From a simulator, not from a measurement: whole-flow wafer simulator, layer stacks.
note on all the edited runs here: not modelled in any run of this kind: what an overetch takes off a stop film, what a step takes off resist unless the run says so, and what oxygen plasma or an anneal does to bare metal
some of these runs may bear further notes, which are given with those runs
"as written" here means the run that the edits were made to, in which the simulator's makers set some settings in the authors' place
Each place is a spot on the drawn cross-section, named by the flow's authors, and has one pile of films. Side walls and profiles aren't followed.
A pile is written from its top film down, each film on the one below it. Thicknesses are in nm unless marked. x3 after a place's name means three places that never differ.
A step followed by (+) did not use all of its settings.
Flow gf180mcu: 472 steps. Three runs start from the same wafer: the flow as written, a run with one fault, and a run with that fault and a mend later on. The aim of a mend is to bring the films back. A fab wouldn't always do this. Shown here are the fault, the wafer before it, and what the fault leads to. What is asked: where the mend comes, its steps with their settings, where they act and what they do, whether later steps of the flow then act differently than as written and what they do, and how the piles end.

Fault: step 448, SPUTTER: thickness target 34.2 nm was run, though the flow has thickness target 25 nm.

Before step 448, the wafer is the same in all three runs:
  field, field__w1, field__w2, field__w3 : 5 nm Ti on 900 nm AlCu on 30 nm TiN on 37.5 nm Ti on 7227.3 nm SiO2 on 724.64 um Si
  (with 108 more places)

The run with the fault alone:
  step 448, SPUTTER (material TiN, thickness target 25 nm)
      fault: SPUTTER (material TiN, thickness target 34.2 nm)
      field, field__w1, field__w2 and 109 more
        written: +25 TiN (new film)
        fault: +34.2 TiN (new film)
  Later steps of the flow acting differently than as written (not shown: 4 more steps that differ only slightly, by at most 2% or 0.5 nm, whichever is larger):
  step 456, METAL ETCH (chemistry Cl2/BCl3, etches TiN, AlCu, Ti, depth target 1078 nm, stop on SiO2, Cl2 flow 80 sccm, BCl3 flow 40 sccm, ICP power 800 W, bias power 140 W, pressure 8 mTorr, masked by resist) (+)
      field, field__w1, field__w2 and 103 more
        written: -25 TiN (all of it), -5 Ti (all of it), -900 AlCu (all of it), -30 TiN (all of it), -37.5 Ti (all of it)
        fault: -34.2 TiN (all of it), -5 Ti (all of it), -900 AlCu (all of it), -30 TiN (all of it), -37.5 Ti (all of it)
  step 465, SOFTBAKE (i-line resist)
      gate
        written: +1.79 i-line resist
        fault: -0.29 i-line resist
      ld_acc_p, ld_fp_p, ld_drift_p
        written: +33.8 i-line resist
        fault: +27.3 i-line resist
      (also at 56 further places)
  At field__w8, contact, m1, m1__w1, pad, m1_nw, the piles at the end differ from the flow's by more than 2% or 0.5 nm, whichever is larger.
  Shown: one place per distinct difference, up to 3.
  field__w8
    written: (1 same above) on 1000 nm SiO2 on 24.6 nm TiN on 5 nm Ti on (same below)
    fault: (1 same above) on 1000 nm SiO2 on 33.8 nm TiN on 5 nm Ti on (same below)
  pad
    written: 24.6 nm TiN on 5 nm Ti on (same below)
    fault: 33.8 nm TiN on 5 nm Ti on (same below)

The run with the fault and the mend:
  The mend follows step 448.
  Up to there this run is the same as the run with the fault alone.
  step 448a, METAL ETCH (chemistry Cl2/BCl3, etches TiN, AlCu, Ti, depth target 9.2 nm, Cl2 flow 80 sccm, BCl3 flow 40 sccm, ICP power 800 W, bias power 140 W, pressure 8 mTorr) (a further turn of the flow's step 260, with different settings)
      field, field__w1, field__w2 and 109 more
        -9.2 TiN
  Later steps of the flow that are run all act as written at every place that is followed.
  The piles end the same as the flow's at every place that both follow.
